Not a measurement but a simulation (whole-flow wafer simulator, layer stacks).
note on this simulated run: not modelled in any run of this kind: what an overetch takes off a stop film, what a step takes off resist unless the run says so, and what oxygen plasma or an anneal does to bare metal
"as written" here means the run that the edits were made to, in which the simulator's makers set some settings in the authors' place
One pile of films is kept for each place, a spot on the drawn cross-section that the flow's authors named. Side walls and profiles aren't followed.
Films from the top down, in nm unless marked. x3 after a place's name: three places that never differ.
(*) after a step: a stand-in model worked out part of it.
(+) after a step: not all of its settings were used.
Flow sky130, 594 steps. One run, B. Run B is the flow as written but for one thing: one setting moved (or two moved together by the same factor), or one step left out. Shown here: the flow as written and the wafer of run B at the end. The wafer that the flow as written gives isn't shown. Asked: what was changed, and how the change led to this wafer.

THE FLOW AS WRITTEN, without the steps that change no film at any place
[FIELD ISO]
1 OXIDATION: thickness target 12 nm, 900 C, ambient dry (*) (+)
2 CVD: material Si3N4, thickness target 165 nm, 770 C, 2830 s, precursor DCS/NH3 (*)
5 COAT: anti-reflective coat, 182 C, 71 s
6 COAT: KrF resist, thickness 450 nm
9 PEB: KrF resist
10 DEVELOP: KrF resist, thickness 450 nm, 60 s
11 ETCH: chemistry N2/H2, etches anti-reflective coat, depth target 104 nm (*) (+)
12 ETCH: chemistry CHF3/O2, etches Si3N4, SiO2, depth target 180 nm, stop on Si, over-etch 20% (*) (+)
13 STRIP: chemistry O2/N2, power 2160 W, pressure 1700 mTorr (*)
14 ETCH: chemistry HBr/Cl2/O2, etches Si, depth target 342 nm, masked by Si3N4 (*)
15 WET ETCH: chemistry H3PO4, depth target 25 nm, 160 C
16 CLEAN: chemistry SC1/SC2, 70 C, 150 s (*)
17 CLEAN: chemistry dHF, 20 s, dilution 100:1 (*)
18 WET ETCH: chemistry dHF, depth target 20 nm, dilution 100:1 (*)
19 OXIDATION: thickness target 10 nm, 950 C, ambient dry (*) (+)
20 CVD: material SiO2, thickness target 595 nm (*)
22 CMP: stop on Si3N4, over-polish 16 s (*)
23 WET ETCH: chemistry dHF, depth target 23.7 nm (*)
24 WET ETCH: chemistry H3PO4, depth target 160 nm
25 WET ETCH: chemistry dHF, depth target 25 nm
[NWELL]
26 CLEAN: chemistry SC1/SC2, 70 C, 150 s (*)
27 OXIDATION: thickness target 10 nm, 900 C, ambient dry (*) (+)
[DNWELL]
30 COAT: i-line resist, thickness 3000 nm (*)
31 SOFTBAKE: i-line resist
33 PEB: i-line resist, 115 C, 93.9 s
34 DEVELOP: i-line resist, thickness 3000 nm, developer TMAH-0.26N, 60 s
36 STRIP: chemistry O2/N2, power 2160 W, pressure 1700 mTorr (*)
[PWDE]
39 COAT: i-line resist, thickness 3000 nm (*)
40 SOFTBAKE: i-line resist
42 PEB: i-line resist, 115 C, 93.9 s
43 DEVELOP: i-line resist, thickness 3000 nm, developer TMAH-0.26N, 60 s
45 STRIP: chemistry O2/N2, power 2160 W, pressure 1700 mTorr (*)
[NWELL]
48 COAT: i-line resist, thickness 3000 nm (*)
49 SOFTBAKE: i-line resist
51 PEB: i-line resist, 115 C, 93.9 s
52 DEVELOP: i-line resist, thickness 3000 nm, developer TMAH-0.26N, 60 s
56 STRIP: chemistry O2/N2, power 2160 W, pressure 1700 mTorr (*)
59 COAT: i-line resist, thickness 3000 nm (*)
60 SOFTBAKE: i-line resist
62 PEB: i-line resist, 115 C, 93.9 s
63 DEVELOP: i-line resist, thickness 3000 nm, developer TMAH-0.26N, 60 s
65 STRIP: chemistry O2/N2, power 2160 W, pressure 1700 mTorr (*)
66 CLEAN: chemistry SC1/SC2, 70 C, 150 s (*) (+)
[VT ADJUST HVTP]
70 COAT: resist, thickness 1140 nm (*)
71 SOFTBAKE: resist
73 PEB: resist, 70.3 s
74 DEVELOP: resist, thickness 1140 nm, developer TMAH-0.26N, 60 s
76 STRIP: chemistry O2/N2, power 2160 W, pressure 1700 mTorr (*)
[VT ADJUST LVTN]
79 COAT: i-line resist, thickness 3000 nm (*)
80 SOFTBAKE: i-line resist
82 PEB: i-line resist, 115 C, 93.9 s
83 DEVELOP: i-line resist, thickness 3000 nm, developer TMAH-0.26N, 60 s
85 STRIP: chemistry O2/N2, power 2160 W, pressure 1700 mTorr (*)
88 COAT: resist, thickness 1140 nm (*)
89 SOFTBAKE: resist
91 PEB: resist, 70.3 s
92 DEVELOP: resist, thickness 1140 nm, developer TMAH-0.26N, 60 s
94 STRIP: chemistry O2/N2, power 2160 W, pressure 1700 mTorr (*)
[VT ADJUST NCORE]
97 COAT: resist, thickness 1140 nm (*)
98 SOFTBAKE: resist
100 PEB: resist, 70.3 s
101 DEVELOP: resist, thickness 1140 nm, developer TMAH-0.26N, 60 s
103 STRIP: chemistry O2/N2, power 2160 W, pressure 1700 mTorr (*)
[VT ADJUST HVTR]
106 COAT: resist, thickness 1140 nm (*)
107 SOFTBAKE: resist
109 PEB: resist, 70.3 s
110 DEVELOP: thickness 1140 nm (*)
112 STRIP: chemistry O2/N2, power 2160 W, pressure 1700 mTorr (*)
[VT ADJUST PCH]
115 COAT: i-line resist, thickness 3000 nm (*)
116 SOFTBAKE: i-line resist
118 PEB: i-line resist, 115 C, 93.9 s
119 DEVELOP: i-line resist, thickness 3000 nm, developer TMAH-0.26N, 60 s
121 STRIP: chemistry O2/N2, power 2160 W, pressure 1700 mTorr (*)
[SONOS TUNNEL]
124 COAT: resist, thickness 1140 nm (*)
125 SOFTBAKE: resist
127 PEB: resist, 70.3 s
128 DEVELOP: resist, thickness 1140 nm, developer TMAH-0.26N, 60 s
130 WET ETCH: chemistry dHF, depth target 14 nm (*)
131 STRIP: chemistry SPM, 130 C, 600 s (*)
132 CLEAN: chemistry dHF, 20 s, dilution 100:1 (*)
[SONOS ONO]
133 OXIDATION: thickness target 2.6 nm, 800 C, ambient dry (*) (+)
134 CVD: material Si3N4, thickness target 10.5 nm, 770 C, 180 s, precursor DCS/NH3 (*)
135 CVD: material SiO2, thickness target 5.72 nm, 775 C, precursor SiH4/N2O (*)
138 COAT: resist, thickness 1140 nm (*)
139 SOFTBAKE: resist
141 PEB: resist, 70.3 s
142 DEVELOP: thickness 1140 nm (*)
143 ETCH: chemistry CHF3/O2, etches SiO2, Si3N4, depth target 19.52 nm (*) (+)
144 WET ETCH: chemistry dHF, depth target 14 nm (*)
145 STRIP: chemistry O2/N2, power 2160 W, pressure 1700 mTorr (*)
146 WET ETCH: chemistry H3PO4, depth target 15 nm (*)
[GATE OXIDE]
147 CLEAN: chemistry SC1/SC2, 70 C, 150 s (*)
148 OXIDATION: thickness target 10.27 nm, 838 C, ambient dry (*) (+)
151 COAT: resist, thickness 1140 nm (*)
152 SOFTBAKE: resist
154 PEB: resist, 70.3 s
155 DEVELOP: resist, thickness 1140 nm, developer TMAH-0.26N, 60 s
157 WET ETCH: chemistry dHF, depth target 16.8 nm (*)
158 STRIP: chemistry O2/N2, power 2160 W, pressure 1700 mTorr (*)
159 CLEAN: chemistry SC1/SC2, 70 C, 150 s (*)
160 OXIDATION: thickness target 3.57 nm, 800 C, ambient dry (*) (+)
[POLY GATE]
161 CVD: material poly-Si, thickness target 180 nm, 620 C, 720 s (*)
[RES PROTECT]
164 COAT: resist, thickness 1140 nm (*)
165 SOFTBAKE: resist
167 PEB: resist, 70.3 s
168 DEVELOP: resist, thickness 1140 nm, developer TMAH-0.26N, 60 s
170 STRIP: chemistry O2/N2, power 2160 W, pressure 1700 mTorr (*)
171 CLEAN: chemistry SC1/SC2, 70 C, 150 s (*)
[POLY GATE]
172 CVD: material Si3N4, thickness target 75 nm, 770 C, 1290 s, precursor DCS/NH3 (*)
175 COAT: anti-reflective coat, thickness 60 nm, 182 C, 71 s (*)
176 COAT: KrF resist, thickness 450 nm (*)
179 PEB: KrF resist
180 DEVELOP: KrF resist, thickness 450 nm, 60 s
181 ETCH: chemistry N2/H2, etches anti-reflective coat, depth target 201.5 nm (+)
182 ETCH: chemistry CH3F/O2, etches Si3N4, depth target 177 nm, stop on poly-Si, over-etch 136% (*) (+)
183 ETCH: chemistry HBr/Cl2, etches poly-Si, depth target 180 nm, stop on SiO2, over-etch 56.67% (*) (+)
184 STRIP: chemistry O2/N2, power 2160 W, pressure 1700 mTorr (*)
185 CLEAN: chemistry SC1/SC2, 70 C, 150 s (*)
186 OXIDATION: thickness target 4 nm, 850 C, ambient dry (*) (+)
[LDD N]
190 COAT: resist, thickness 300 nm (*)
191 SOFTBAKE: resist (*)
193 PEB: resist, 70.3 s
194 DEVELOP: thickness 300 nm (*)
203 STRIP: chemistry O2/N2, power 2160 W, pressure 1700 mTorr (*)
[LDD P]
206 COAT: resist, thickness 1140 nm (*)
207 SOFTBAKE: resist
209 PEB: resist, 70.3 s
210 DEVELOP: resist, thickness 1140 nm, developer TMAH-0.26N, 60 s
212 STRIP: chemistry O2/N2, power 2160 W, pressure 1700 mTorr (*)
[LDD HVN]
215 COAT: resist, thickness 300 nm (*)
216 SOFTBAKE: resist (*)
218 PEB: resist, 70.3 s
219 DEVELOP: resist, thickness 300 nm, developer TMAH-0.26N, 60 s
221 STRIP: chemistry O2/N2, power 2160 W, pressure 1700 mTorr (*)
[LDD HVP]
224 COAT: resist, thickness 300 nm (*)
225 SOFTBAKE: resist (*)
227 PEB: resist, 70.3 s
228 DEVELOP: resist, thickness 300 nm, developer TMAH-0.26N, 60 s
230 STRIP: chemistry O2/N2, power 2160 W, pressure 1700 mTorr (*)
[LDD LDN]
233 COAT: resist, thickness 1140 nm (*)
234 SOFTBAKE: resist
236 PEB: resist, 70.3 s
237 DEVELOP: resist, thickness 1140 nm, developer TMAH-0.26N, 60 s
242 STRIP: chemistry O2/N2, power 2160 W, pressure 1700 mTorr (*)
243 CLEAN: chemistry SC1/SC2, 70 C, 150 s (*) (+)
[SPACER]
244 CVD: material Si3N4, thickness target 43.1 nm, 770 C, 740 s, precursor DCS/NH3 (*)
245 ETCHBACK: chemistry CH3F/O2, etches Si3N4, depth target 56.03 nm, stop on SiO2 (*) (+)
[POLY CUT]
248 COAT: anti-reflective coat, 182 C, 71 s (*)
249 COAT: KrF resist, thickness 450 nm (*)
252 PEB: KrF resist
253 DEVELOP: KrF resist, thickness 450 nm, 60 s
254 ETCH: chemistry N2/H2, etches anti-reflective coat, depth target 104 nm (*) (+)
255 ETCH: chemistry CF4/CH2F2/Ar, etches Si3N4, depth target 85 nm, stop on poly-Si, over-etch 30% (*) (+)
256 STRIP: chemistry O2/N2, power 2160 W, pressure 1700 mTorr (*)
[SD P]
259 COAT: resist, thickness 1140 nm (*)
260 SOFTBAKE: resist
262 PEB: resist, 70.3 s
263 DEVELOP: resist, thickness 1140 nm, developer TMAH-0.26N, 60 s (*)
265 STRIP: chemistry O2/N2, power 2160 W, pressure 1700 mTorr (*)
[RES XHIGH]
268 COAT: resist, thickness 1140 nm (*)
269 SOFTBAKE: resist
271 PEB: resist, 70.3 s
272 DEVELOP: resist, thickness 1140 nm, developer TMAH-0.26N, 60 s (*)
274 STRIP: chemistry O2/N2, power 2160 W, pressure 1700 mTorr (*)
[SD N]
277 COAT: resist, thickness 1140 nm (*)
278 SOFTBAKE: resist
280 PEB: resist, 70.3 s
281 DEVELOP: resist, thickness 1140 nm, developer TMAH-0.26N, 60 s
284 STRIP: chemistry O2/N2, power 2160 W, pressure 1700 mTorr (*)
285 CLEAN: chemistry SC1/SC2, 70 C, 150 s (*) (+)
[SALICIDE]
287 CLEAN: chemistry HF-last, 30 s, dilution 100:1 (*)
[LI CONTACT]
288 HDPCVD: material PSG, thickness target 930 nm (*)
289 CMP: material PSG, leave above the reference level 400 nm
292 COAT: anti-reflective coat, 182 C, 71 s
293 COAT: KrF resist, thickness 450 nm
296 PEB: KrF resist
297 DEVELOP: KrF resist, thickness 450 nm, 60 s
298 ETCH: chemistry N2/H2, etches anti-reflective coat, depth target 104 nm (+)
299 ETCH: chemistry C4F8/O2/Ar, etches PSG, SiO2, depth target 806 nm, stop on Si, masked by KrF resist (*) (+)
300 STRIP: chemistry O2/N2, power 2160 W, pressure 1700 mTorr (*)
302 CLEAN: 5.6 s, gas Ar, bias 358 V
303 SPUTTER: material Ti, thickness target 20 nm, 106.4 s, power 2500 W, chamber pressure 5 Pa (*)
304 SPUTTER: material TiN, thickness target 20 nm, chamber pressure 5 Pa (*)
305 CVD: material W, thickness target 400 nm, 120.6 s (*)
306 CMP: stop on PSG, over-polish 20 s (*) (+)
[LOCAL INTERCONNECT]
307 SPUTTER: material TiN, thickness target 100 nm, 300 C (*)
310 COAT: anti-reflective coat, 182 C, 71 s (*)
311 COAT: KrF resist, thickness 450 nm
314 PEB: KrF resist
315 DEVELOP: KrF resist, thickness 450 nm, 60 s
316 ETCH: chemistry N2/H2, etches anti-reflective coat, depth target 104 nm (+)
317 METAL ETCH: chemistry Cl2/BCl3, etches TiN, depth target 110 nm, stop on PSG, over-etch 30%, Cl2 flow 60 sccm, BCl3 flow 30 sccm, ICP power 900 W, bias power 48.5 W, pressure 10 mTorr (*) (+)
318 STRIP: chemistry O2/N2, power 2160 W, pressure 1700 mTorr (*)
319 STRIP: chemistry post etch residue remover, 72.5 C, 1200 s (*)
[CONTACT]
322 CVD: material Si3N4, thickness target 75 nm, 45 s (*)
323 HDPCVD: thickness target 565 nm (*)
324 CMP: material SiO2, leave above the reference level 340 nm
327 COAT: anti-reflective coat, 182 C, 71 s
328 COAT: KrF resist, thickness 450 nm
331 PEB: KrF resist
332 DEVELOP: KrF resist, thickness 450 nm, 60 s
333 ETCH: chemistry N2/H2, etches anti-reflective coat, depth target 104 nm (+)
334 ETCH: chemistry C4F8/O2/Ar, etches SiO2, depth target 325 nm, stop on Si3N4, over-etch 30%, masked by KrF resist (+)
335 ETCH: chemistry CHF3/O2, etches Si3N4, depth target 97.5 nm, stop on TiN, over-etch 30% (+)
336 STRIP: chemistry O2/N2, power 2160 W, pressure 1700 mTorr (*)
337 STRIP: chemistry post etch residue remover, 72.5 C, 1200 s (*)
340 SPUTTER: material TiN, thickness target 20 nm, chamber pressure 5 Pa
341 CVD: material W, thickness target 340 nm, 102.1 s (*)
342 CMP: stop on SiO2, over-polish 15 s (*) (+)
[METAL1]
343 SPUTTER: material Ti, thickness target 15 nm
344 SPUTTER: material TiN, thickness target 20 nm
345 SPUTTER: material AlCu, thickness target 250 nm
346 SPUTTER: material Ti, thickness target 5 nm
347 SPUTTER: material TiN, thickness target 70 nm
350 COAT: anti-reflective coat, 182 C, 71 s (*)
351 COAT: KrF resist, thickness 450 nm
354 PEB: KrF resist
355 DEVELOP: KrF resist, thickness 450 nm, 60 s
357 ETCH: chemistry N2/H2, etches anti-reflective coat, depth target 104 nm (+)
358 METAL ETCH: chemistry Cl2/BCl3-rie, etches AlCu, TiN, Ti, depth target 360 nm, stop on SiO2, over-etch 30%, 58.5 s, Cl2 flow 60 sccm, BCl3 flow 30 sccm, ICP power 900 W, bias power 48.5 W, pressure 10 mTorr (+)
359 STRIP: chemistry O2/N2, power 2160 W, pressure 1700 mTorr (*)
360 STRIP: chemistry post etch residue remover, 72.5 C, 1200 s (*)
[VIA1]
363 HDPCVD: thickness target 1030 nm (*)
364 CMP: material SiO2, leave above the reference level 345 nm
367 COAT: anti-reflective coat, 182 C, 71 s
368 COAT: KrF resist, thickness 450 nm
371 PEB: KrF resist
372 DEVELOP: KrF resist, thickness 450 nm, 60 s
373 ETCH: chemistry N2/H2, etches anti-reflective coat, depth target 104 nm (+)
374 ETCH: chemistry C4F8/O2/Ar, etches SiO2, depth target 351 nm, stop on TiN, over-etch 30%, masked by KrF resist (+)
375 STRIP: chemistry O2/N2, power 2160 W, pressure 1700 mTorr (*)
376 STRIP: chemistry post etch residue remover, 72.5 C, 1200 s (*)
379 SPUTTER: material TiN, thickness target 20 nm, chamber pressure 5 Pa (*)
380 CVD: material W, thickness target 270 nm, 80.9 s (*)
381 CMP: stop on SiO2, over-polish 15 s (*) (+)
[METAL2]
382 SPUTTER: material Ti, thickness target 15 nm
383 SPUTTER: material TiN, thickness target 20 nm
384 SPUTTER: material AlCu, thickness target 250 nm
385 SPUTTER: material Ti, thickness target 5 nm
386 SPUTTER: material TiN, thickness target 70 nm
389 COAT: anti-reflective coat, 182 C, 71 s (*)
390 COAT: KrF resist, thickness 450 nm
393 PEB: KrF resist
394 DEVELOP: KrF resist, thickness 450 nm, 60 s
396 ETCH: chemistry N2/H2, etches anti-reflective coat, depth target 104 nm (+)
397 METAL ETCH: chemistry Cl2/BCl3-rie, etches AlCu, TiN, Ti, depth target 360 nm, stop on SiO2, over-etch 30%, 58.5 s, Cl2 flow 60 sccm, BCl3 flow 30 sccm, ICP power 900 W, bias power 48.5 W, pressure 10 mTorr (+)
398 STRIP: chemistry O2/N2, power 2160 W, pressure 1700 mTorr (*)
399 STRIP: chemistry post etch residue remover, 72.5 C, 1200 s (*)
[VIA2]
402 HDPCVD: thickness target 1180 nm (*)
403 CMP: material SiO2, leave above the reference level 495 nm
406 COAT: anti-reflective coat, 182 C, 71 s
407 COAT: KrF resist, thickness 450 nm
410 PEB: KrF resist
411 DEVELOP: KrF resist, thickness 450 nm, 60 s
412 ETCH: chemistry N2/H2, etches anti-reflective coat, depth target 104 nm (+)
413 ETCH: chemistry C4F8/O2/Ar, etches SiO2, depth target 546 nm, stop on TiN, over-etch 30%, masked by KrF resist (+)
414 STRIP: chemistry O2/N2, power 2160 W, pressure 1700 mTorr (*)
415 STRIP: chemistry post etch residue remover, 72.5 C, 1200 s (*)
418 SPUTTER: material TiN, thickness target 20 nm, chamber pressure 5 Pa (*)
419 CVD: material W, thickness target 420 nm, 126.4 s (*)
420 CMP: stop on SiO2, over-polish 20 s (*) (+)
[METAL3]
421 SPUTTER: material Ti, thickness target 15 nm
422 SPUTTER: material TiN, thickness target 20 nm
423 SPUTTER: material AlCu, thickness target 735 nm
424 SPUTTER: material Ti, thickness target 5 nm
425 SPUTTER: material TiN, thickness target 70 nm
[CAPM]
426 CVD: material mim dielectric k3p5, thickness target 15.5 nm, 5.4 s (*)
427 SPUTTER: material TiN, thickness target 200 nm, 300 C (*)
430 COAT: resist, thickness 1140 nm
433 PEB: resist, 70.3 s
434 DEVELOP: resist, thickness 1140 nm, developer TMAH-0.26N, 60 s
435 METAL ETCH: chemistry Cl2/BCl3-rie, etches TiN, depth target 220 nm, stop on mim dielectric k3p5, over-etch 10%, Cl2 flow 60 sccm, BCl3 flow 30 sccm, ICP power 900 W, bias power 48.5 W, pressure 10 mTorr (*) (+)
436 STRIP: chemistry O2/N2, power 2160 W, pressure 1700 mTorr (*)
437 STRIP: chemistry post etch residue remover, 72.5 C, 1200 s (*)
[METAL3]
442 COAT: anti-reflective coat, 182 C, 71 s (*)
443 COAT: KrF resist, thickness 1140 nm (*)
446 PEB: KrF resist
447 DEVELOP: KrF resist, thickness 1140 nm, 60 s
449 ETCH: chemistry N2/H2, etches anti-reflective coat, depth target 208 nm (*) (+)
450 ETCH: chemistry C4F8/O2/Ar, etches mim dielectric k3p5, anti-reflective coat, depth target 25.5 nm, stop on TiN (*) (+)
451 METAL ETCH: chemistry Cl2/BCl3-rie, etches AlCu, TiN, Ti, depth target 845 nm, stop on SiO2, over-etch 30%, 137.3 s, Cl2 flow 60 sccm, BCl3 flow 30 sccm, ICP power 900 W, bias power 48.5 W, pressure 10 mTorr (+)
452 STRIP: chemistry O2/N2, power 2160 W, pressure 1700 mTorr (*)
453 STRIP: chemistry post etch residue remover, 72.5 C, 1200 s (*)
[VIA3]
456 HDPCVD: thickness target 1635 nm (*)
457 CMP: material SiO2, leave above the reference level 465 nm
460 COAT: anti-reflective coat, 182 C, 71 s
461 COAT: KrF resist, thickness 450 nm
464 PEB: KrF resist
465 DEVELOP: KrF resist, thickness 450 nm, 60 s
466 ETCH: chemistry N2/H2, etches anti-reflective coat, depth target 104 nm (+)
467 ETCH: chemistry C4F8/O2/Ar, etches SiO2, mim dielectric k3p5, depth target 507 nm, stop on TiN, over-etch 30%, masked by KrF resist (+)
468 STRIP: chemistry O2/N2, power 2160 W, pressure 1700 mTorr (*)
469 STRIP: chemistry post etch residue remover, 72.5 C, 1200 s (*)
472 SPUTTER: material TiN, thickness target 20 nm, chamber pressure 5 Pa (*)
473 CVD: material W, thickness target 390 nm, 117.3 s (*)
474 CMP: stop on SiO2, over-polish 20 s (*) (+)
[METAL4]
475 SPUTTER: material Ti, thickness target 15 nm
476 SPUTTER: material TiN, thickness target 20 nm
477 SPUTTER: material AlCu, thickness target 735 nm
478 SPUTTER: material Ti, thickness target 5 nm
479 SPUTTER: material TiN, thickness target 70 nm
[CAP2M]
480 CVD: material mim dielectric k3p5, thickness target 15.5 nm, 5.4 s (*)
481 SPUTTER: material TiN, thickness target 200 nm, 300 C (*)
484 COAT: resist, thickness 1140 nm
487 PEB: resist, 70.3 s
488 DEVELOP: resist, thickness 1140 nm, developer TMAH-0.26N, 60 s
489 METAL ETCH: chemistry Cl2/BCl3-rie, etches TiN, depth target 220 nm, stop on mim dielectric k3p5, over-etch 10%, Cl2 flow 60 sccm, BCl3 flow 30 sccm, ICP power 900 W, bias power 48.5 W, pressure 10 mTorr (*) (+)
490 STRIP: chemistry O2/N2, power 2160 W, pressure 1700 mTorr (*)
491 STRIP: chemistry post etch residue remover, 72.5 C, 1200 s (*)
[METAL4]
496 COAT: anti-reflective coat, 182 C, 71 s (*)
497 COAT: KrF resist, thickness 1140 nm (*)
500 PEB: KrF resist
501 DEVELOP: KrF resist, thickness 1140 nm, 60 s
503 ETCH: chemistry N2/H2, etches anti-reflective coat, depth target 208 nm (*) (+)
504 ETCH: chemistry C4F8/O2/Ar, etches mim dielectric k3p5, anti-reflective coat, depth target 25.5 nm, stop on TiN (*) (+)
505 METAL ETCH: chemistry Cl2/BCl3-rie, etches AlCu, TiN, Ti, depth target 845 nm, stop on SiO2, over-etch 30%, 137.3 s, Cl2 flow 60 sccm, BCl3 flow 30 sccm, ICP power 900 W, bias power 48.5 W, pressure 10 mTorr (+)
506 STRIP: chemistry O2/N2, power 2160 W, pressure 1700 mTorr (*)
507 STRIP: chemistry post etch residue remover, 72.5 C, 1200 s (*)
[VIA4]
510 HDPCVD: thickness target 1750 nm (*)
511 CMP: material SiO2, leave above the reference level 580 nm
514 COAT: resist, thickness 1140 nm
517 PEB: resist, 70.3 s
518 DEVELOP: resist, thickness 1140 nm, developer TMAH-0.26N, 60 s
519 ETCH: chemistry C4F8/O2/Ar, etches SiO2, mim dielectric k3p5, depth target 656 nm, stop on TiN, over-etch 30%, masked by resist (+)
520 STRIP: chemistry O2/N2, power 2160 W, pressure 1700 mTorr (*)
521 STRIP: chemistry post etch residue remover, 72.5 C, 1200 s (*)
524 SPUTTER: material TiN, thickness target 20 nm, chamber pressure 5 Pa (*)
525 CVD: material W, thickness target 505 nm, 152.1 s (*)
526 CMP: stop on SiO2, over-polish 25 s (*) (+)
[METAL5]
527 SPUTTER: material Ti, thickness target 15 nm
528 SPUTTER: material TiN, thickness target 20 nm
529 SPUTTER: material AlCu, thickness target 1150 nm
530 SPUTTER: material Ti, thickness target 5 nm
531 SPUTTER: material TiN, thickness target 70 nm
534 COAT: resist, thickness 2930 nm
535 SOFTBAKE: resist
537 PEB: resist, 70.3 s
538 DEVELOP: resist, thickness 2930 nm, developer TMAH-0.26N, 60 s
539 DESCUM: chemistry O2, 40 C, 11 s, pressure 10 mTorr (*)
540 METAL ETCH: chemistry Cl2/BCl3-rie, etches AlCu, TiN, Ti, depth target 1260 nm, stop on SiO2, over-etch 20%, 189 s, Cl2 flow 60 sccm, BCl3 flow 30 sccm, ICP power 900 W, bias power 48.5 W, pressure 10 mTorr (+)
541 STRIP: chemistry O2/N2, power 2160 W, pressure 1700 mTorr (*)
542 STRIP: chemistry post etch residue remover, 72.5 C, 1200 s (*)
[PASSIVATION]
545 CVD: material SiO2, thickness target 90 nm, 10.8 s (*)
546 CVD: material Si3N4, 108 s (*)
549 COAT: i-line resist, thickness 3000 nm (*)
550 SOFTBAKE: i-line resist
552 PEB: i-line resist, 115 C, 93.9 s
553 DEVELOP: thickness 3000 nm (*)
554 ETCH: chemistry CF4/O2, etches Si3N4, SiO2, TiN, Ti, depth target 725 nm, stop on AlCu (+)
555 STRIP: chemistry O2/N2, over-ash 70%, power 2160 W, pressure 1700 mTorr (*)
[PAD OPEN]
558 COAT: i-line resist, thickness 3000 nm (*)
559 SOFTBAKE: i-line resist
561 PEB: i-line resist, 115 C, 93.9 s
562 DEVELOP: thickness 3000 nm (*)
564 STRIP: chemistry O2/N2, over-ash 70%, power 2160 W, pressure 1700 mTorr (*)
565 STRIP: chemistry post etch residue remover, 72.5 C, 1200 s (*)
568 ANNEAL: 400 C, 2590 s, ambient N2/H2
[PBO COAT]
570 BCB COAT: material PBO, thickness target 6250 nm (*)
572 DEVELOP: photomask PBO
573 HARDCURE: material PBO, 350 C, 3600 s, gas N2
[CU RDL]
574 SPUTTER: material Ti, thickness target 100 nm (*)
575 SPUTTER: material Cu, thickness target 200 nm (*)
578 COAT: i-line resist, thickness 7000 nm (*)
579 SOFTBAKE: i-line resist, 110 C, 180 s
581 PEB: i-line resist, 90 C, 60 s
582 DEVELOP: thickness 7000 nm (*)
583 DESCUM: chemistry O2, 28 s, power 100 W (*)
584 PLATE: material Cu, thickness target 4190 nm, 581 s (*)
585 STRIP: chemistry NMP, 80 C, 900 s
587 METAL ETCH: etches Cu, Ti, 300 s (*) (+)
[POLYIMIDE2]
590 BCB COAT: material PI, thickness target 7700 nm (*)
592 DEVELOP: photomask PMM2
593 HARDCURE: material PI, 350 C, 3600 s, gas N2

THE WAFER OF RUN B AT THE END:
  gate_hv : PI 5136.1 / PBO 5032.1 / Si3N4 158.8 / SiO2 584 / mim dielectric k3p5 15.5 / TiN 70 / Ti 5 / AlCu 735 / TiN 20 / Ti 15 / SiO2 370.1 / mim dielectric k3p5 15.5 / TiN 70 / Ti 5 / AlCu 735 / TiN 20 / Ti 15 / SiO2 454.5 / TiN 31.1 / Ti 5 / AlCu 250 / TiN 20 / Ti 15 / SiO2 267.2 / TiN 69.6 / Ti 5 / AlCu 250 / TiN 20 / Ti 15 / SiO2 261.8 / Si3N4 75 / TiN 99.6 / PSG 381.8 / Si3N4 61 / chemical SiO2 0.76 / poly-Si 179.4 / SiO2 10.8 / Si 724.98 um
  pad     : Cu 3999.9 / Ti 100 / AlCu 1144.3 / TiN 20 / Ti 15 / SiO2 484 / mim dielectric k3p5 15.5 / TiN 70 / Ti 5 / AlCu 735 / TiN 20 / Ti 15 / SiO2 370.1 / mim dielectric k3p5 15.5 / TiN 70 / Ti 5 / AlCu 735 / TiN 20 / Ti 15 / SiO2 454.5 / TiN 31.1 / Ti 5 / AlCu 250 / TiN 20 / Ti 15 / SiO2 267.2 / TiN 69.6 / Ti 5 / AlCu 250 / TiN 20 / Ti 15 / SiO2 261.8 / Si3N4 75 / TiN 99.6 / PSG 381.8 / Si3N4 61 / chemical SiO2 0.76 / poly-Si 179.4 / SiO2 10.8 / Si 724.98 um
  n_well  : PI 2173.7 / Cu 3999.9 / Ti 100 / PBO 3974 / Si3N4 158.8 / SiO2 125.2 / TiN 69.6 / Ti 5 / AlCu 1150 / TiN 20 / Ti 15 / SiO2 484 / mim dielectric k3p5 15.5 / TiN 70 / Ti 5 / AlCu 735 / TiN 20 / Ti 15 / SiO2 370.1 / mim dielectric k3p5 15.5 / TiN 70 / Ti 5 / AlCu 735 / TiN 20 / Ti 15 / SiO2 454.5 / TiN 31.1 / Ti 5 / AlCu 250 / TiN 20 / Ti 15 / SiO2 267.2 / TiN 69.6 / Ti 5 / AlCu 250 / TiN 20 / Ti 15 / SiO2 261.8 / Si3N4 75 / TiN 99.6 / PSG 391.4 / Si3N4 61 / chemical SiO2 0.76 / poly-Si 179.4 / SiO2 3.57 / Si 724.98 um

The cause: step 386, SPUTTER: thickness target 31.5 nm was run, where the flow has thickness target 70 nm.

How the change led to this, step by step:
  386 SPUTTER: material TiN, thickness target 70 nm
      field, active, n_well and 188 more: TiN +31.5 (new film) (as written it would be: TiN +70 (new film))
  397 METAL ETCH: chemistry Cl2/BCl3-rie, etches AlCu, TiN, Ti, depth target 360 nm, stop on SiO2, over-etch 30%, 58.5 s, Cl2 flow 60 sccm, BCl3 flow 30 sccm, ICP power 900 W, bias power 48.5 W, pressure 10 mTorr (+)
      field, active, gate and 82 more: TiN -30.2 (all of it), Ti -5 (all of it), AlCu -250 (all of it), TiN -20 (all of it), Ti -15 (all of it), SiO2 -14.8 (as written it would be: TiN -68.7 (all of it), Ti -5 (all of it), AlCu -250 (all of it), TiN -20 (all of it), Ti -15 (all of it), SiO2 -10.9)
  403 CMP: material SiO2, leave above the reference level 495 nm
      n_well, p_well, gate_hv and 101 more: SiO2 -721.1 (as written it would be: SiO2 -759.6)
      m1, via1_hole: SiO2 -720.6 (as written it would be: SiO2 -759.1)
  413 ETCH: chemistry C4F8/O2/Ar, etches SiO2, depth target 546 nm, stop on TiN, over-etch 30%, masked by KrF resist (+)
      m1: SiO2 -458.8 (all of it) (as written it would be: SiO2 -420.3 (all of it))
      via2_hole: SiO2 -458.3 (all of it) (as written it would be: SiO2 -419.8 (all of it))
  418 SPUTTER: material TiN, thickness target 20 nm, chamber pressure 5 Pa (*)
      m1: TiN +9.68 (as written it would be: TiN +10.2)
      via2_hole: TiN +9.67 (as written it would be: TiN +10.2)
  419 CVD: material W, thickness target 420 nm, 126.4 s (*)
      m1: W +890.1 (new film) (as written it would be: W +851.1 (new film))
      via2_hole: W +889.7 (new film) (as written it would be: W +850.7 (new film))
